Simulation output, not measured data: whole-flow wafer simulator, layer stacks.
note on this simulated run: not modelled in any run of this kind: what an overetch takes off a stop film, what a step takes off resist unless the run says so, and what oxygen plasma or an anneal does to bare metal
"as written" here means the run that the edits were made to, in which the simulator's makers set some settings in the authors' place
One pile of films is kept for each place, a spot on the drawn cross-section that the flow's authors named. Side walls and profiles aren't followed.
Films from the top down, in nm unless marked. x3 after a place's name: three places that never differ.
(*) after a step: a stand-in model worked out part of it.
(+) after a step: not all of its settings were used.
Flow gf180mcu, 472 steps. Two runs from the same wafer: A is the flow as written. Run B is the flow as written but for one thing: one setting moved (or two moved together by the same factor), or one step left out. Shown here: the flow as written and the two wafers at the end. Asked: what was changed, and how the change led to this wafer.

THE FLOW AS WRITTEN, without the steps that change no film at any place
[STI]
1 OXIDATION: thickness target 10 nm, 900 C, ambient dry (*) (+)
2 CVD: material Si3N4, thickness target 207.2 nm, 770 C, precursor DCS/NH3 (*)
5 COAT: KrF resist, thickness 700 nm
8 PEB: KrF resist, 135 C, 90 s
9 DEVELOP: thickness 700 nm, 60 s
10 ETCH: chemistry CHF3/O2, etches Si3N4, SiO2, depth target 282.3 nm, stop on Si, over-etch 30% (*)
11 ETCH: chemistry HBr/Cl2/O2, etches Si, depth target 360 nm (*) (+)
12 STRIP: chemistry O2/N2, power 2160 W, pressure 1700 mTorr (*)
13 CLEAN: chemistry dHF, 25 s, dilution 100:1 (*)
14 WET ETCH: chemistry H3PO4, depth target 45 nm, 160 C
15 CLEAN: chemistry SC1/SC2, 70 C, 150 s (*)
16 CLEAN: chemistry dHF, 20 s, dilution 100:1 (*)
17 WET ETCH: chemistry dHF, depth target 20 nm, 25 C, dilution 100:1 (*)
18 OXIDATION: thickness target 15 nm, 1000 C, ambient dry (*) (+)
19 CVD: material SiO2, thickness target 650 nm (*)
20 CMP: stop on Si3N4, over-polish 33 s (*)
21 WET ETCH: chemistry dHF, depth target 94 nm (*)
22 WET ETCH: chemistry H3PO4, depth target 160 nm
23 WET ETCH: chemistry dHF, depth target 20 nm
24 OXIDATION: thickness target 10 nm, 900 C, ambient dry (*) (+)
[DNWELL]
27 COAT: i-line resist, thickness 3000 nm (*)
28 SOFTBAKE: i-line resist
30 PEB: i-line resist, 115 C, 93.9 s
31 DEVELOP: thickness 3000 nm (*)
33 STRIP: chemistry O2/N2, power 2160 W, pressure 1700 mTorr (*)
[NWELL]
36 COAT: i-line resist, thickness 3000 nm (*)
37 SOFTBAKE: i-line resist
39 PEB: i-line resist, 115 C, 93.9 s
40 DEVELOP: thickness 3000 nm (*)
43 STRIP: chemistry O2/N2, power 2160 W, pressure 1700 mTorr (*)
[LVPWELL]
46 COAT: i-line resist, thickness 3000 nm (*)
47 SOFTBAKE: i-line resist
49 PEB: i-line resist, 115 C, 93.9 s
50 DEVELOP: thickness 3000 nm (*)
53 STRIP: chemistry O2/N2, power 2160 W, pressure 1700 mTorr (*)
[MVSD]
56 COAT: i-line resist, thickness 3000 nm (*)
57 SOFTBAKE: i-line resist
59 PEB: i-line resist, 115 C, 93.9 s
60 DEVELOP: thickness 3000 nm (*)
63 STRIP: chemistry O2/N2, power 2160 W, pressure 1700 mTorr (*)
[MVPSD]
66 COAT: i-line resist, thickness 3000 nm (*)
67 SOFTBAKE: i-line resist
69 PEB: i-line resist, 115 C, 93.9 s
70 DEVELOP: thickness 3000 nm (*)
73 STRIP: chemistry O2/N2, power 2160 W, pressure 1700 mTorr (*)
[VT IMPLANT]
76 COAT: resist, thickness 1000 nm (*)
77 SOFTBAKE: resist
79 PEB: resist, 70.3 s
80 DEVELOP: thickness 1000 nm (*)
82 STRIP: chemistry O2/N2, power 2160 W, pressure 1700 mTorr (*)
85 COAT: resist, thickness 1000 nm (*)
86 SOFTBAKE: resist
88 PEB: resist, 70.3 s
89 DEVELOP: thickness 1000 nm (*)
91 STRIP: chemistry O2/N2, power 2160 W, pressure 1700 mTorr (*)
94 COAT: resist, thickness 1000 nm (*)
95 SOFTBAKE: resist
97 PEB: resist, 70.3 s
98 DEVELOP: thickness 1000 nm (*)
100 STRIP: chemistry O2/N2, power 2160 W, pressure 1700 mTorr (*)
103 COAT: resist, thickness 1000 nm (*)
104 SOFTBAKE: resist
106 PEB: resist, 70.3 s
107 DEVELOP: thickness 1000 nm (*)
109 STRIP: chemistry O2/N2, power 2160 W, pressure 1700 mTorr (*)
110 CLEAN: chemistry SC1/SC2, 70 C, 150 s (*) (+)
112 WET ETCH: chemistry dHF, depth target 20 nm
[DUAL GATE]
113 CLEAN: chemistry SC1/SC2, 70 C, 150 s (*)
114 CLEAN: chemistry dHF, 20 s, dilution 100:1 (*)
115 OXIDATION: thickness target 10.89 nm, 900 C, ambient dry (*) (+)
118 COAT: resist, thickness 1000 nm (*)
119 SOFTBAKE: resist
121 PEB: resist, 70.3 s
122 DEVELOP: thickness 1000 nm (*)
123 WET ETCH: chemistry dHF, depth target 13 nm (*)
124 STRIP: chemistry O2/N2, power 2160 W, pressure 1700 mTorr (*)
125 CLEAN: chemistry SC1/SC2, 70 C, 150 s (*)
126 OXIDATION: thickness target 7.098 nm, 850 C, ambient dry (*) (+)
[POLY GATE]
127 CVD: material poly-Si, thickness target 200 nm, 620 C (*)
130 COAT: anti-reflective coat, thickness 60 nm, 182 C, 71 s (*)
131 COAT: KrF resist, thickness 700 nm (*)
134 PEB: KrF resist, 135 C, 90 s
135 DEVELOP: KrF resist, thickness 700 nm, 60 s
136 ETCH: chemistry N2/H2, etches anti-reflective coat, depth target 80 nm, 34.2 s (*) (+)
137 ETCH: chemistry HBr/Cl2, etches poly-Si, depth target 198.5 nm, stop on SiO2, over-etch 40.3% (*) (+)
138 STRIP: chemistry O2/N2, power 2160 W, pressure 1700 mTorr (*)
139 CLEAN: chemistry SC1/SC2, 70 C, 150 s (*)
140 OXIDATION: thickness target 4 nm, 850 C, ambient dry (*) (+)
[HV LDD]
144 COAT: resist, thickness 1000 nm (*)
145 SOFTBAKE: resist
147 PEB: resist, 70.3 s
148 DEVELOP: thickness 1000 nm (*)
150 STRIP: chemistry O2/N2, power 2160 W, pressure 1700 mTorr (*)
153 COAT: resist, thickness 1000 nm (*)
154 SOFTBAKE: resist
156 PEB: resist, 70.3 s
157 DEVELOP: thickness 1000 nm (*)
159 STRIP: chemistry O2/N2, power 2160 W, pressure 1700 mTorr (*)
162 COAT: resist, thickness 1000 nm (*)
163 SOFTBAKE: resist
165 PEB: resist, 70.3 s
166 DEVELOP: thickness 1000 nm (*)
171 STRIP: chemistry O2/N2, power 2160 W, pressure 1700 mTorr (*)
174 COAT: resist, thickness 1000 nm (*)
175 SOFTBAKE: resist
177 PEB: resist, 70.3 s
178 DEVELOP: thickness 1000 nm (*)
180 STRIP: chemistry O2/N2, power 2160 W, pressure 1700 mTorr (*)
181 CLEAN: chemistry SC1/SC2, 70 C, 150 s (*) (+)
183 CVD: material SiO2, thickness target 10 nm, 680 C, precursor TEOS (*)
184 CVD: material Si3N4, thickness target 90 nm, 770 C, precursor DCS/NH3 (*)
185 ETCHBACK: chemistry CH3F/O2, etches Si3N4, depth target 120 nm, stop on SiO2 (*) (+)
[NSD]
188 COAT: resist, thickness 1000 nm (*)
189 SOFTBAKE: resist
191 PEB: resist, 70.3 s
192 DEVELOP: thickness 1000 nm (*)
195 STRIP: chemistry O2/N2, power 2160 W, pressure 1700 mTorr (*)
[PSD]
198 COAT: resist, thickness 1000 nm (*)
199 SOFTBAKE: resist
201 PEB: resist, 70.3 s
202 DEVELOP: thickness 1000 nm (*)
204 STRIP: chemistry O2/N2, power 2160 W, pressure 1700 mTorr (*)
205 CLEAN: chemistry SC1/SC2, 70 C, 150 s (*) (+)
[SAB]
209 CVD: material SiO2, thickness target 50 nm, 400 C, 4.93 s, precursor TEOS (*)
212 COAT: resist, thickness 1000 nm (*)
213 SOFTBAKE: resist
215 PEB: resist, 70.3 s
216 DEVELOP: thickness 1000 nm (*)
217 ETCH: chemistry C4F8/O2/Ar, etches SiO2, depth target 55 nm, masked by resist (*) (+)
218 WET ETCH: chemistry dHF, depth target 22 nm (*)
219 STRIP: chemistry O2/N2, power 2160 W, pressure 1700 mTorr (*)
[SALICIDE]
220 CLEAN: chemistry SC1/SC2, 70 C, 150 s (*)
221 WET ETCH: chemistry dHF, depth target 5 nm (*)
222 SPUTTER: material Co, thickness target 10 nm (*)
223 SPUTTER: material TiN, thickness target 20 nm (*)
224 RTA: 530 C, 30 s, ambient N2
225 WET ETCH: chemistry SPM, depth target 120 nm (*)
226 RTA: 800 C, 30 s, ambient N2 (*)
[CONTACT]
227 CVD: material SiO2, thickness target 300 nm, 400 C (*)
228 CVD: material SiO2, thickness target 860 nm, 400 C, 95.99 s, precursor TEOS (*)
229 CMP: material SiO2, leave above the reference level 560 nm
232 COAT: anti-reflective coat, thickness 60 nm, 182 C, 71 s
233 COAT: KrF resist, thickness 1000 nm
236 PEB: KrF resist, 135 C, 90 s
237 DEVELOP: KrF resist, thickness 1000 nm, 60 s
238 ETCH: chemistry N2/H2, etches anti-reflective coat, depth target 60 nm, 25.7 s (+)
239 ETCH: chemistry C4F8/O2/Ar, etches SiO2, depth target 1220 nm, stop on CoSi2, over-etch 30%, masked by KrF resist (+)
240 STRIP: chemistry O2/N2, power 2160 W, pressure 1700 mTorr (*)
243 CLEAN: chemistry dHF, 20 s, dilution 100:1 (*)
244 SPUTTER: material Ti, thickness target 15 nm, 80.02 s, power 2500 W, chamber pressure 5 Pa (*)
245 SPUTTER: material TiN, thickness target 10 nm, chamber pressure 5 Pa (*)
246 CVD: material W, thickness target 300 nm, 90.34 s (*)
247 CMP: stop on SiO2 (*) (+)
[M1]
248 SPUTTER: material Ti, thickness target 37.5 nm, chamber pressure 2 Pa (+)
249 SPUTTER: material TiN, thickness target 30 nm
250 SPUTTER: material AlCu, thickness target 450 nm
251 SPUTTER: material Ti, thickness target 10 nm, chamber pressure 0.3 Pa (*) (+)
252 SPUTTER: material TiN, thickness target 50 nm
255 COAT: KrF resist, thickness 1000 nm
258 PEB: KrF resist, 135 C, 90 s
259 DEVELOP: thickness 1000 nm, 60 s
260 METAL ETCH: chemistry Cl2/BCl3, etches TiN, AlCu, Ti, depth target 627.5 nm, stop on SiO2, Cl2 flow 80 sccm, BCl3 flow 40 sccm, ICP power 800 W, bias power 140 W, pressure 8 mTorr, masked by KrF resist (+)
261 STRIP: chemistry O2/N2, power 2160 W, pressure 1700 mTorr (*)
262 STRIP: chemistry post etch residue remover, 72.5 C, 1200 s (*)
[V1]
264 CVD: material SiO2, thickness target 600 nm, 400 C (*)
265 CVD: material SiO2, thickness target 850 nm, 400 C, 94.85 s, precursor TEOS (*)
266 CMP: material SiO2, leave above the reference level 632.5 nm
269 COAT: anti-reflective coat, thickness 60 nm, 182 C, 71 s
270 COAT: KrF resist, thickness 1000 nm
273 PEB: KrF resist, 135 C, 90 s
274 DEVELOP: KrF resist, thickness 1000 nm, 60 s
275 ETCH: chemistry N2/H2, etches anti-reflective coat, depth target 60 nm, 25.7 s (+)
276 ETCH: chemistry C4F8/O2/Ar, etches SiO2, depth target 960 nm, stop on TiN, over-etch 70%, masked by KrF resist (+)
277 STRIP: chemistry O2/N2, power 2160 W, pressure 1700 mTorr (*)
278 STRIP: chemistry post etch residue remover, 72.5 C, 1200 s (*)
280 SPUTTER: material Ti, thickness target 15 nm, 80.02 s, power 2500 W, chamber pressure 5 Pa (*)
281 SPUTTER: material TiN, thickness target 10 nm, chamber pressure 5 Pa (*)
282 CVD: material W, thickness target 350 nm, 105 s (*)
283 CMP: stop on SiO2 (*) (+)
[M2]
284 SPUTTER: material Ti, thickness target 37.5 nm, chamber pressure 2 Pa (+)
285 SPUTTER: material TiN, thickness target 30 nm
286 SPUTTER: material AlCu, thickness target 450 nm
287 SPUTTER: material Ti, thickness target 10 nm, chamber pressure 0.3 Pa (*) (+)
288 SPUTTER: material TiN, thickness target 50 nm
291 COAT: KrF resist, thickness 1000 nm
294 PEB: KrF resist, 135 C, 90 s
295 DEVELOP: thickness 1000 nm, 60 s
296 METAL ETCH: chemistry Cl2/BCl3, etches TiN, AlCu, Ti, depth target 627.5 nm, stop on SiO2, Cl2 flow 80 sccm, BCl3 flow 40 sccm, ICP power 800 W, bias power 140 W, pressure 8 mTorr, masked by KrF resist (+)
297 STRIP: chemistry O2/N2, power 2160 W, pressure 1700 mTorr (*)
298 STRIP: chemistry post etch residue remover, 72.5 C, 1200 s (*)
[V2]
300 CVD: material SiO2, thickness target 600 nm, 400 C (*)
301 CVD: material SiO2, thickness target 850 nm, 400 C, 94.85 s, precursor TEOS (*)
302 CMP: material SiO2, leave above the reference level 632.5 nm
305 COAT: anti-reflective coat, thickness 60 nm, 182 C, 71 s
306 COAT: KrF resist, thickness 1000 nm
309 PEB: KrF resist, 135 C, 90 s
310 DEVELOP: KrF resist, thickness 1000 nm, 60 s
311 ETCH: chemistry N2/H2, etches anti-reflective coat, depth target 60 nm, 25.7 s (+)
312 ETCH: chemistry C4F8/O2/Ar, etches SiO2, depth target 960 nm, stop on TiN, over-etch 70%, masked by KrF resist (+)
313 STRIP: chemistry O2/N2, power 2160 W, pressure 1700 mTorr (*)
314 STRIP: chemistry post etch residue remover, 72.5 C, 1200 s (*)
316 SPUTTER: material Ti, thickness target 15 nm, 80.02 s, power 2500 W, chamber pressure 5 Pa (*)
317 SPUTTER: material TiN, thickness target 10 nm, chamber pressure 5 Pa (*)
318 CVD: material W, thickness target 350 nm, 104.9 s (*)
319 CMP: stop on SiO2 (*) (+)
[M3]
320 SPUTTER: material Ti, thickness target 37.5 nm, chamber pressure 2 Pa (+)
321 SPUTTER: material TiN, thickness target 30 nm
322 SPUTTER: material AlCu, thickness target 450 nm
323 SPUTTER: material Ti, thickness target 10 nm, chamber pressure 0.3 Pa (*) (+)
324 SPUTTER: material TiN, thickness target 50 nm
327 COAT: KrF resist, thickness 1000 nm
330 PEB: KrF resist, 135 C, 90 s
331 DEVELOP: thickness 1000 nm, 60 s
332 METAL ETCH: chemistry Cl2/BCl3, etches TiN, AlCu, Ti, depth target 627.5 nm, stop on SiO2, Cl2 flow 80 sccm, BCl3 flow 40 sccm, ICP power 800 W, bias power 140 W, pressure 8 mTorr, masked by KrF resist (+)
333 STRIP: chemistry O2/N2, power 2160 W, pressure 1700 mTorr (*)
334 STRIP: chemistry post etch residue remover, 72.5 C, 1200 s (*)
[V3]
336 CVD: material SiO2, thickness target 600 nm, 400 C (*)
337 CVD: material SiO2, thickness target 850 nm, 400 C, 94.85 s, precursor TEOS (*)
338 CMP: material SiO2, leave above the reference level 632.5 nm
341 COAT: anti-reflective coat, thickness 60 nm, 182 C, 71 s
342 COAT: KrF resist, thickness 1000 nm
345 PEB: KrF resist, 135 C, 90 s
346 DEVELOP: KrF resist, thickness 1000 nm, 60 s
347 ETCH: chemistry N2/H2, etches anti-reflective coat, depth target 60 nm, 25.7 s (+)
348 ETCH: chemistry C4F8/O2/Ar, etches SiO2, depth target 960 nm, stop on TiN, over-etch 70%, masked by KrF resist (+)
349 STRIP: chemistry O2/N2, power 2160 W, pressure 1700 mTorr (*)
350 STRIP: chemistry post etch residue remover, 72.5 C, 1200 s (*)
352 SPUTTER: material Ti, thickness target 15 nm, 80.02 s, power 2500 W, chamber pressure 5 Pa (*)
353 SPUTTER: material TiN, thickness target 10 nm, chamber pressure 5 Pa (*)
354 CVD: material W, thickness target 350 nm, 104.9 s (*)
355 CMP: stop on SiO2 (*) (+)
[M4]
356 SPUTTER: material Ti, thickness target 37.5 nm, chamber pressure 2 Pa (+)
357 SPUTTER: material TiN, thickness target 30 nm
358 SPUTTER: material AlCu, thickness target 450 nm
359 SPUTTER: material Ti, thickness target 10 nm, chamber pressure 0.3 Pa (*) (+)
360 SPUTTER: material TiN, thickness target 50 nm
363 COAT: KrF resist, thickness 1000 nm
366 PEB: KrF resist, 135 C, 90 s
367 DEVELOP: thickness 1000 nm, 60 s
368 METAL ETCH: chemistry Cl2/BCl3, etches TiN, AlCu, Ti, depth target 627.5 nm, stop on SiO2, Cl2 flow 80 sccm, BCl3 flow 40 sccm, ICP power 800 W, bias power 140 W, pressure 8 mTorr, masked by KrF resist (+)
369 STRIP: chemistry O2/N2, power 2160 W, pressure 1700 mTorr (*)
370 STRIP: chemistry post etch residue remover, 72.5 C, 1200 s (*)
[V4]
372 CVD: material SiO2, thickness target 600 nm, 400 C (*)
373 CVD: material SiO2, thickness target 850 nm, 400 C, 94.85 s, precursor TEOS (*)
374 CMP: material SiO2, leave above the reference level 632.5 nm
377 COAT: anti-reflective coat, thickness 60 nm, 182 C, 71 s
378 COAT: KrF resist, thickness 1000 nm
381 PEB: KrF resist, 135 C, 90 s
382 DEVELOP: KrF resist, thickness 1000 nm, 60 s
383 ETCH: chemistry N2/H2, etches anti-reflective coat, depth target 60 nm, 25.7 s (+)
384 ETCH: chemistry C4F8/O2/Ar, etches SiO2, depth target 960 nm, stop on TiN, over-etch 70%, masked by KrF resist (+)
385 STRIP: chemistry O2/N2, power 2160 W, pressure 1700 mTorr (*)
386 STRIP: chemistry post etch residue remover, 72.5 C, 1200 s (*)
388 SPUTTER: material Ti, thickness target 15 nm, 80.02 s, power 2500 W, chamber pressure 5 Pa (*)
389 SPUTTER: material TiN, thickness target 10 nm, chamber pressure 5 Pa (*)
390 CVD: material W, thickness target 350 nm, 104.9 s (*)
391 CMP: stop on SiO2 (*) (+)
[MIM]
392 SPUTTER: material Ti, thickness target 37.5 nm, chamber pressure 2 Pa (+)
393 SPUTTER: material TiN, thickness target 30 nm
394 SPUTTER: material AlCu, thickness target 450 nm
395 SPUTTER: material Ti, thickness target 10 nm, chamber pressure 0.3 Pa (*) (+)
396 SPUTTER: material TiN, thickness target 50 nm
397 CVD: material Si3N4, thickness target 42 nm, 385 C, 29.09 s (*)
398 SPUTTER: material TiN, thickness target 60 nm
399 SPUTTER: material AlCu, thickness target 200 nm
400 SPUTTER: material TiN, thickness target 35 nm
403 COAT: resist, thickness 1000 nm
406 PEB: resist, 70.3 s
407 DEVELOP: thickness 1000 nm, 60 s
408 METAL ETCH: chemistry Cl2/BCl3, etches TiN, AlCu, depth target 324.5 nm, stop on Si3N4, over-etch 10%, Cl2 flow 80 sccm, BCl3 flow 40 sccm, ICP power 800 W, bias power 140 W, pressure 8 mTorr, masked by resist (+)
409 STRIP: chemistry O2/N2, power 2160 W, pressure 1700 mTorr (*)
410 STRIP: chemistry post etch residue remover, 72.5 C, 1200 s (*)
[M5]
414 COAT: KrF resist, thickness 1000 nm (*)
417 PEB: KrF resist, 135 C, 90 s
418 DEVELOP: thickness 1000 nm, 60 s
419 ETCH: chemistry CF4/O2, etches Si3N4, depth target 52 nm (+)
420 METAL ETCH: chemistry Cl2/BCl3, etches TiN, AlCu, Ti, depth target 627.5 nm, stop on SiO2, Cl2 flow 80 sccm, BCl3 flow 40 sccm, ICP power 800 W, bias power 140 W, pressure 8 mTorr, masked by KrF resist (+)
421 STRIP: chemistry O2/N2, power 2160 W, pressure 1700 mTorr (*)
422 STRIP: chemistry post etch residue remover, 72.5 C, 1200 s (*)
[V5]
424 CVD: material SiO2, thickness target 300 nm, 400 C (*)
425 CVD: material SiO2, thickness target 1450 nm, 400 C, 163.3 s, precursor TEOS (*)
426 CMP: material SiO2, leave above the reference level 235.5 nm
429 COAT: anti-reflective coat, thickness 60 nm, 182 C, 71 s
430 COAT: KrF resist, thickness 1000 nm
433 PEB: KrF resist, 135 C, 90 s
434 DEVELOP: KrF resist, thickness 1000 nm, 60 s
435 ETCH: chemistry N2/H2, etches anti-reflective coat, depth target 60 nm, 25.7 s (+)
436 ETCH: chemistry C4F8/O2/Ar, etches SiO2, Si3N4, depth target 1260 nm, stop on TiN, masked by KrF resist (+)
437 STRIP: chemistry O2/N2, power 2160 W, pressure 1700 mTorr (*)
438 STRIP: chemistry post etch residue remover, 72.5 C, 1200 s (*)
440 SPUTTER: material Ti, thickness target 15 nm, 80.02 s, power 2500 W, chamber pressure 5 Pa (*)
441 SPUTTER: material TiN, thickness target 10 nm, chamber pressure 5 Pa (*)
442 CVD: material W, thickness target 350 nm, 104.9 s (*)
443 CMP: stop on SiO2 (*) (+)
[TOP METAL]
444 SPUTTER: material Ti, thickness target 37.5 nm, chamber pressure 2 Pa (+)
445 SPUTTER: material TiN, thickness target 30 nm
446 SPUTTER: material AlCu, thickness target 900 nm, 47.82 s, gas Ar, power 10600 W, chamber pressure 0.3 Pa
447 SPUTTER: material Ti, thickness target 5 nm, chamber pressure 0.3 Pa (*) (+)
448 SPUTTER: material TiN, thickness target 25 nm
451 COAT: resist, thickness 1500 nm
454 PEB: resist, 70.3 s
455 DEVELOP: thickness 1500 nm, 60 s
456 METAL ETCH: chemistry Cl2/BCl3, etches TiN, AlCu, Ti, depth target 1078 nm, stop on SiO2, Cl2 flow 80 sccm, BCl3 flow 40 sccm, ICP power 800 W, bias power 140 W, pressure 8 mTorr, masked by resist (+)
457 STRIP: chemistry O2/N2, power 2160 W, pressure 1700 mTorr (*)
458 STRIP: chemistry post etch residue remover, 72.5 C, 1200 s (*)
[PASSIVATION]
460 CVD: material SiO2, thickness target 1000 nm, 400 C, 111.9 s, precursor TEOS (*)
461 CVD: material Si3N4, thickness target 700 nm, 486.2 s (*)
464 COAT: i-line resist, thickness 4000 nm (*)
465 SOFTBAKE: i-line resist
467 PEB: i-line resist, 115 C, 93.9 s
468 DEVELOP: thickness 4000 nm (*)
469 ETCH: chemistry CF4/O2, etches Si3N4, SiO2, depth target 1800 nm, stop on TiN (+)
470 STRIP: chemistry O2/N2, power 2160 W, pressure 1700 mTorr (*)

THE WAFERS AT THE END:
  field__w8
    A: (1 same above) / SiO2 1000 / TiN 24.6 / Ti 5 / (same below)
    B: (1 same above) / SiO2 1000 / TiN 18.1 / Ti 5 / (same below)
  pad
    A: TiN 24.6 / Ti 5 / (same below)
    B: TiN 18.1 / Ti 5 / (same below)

The cause: step 448, SPUTTER: thickness target 18.5 nm was run, where the flow has thickness target 25 nm.

How the change led to this, step by step:
  448 SPUTTER: material TiN, thickness target 25 nm
      field, field__w1, field__w2 and 109 more: A TiN +25 (new film) | B TiN +18.5 (new film)
  456 METAL ETCH: chemistry Cl2/BCl3, etches TiN, AlCu, Ti, depth target 1078 nm, stop on SiO2, Cl2 flow 80 sccm, BCl3 flow 40 sccm, ICP power 800 W, bias power 140 W, pressure 8 mTorr, masked by resist (+)
      field, field__w1, field__w2 and 103 more: A TiN -25 (all of it), Ti -5 (all of it), AlCu -900 (all of it), TiN -30 (all of it), Ti -37.5 (all of it) | B TiN -18.5 (all of it), Ti -5 (all of it), AlCu -900 (all of it), TiN -30 (all of it), Ti -37.5 (all of it)
